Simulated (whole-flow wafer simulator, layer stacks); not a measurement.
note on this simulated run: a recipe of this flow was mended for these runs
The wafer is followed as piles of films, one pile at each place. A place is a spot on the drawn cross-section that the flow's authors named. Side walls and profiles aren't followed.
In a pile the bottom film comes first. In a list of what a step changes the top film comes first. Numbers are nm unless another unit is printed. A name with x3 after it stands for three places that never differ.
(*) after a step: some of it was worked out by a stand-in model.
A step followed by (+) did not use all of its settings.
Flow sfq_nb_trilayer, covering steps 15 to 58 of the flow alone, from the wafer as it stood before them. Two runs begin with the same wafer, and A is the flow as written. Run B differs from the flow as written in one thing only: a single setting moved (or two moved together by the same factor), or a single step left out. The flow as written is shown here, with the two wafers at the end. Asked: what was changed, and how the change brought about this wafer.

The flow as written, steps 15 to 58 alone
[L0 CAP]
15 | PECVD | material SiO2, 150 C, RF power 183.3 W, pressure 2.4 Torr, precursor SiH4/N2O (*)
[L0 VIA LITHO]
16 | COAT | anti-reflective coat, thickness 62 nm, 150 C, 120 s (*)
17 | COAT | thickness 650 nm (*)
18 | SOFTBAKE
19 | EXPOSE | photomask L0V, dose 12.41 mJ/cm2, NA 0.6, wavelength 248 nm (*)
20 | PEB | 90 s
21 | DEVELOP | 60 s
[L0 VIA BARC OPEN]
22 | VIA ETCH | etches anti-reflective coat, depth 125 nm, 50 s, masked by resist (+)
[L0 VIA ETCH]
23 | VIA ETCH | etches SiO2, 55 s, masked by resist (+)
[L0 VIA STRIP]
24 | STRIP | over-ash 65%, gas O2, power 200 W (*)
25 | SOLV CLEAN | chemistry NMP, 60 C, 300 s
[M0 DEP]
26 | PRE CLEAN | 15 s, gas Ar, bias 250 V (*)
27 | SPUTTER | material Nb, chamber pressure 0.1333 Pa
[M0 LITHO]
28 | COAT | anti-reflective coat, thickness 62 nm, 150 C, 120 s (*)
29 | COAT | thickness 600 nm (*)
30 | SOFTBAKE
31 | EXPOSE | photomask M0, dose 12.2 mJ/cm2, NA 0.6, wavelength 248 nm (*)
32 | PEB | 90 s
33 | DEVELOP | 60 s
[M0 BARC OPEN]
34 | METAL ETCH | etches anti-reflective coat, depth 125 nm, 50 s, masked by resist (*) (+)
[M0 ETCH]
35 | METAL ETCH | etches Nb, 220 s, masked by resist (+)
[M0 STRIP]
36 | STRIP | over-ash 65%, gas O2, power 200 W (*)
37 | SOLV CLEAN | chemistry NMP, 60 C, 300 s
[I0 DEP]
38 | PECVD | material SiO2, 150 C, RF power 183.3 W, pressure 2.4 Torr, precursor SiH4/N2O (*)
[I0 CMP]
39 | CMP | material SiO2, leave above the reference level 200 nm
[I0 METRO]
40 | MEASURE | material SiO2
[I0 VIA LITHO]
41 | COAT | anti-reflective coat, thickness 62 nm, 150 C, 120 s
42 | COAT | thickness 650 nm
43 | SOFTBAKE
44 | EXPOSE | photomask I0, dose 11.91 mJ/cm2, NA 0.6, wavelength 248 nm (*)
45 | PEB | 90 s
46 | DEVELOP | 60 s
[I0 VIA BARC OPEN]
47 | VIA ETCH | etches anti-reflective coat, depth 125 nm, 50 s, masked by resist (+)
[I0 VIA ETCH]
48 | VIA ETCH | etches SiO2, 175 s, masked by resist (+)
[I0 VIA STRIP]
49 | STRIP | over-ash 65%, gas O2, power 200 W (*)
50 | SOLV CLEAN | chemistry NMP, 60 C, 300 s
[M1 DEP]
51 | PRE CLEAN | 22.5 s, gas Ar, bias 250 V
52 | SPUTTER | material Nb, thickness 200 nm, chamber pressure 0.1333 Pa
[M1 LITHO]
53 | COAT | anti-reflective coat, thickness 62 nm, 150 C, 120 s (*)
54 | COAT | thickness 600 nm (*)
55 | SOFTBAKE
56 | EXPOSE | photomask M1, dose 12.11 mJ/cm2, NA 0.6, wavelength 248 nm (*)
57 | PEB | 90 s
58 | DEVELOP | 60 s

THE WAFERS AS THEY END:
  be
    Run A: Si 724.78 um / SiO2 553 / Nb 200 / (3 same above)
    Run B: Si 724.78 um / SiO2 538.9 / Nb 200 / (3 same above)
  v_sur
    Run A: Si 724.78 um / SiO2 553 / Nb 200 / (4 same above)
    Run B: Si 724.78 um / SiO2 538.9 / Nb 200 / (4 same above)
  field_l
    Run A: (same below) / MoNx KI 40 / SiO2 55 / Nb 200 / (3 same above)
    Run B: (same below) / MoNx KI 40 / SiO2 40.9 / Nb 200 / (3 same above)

What caused this: step 15, PECVD: RF power 118.7 W was run, though the flow has RF power 183.3 W.

How this came from the change, step by step:
  15 | PECVD | material SiO2, 150 C, RF power 183.3 W, pressure 2.4 Torr, precursor SiH4/N2O (*)
      v_sur, via_wl, via_w and 97 more: A SiO2 gains 60 | B SiO2 gains 45.9
      field_l, l0_sur, l0v, l0r_line_l, l0r_line_c, l0r_line_r: A SiO2 gains 60 (new film) | B SiO2 gains 45.9 (new film)
  23 | VIA ETCH | etches SiO2, 55 s, masked by resist (+)
      l0v: A SiO2 loses 59.7 (all of it), MoNx KI loses 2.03 | B SiO2 loses 45.6 (all of it), MoNx KI loses 3.44
  28 | COAT | anti-reflective coat, thickness 62 nm, 150 C, 120 s (*)
      l0_sur: A anti-reflective coat gains 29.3 (new film) | B anti-reflective coat gains 33.6 (new film)
      l0v: A anti-reflective coat gains 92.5 (new film) | B anti-reflective coat gains 86.1 (new film)
  36 | STRIP | over-ash 65%, gas O2, power 200 W (*)
      l0_sur: A KrF-resist-other-grade loses 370 (all of it), anti-reflective coat loses 29.3 (all of it) | B KrF-resist-other-grade loses 367.7 (all of it), anti-reflective coat loses 33.6 (all of it)
      l0v: A KrF-resist-other-grade loses 374.1 (all of it), anti-reflective coat loses 92.5 (all of it) | B KrF-resist-other-grade loses 368.3 (all of it), anti-reflective coat loses 86.1 (all of it)
  39 | CMP | material SiO2, leave above the reference level 200 nm
      l0v: A SiO2 loses 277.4 | B SiO2 loses 292.2
